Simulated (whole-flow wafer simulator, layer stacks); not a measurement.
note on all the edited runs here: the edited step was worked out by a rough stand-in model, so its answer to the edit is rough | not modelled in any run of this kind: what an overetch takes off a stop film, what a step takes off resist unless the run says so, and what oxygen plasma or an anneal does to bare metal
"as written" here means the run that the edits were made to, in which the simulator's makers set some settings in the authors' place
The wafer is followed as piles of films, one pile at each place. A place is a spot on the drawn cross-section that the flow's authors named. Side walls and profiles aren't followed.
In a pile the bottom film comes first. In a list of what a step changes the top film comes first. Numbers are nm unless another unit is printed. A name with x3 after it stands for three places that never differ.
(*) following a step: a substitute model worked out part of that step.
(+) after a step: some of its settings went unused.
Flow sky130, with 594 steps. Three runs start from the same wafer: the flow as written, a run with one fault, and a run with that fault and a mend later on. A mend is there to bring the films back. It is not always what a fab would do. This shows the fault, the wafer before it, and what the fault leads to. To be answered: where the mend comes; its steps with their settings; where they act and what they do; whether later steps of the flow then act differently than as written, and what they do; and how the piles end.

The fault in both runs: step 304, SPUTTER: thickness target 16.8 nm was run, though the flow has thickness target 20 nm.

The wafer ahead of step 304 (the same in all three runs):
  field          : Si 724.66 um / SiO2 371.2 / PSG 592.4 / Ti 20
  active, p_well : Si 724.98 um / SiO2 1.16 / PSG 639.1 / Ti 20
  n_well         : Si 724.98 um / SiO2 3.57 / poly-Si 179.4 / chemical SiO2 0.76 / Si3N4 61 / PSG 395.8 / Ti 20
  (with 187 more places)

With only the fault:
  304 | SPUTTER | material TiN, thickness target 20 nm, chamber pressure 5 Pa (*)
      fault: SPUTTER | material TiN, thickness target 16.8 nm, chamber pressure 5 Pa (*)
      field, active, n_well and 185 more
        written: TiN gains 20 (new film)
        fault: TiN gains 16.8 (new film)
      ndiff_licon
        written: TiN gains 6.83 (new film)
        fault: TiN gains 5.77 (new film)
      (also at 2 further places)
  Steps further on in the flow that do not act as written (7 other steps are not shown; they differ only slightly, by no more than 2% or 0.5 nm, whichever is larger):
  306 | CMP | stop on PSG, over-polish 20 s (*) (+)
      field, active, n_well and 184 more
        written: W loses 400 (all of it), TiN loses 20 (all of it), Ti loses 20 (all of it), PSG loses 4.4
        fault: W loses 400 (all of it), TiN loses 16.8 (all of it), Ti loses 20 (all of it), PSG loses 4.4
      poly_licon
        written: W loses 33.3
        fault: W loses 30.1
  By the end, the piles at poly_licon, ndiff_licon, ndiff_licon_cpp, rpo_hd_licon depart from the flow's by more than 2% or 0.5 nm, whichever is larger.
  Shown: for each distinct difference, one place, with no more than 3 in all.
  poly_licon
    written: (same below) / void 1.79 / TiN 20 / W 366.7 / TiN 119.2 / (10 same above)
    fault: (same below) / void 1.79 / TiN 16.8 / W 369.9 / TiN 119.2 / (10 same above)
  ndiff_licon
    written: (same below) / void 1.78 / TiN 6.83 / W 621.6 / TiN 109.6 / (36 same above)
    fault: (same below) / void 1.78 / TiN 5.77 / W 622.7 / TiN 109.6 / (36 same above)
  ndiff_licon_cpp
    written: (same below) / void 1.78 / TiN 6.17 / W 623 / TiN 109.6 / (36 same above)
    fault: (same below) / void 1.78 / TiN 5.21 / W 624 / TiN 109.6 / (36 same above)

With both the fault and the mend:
  After step 304 comes the mend.
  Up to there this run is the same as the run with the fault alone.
  304a | SPUTTER | material TiN, thickness target 3.2 nm, chamber pressure 5 Pa (*) (the flow's step 304 again, with other settings)
      field, active, n_well and 185 more
        TiN gains 3.2
      ndiff_licon
        TiN gains 1.06
      ndiff_licon_cpp
        TiN gains 0.96
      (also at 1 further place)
  Later steps of the flow that are run all act as written at every place that is followed, up to a difference of at most 2% or 0.5 nm, whichever is larger.
  At the end the piles are close to the flow's at the places that both follow, differing by at most 2% or 0.5 nm, whichever is larger.
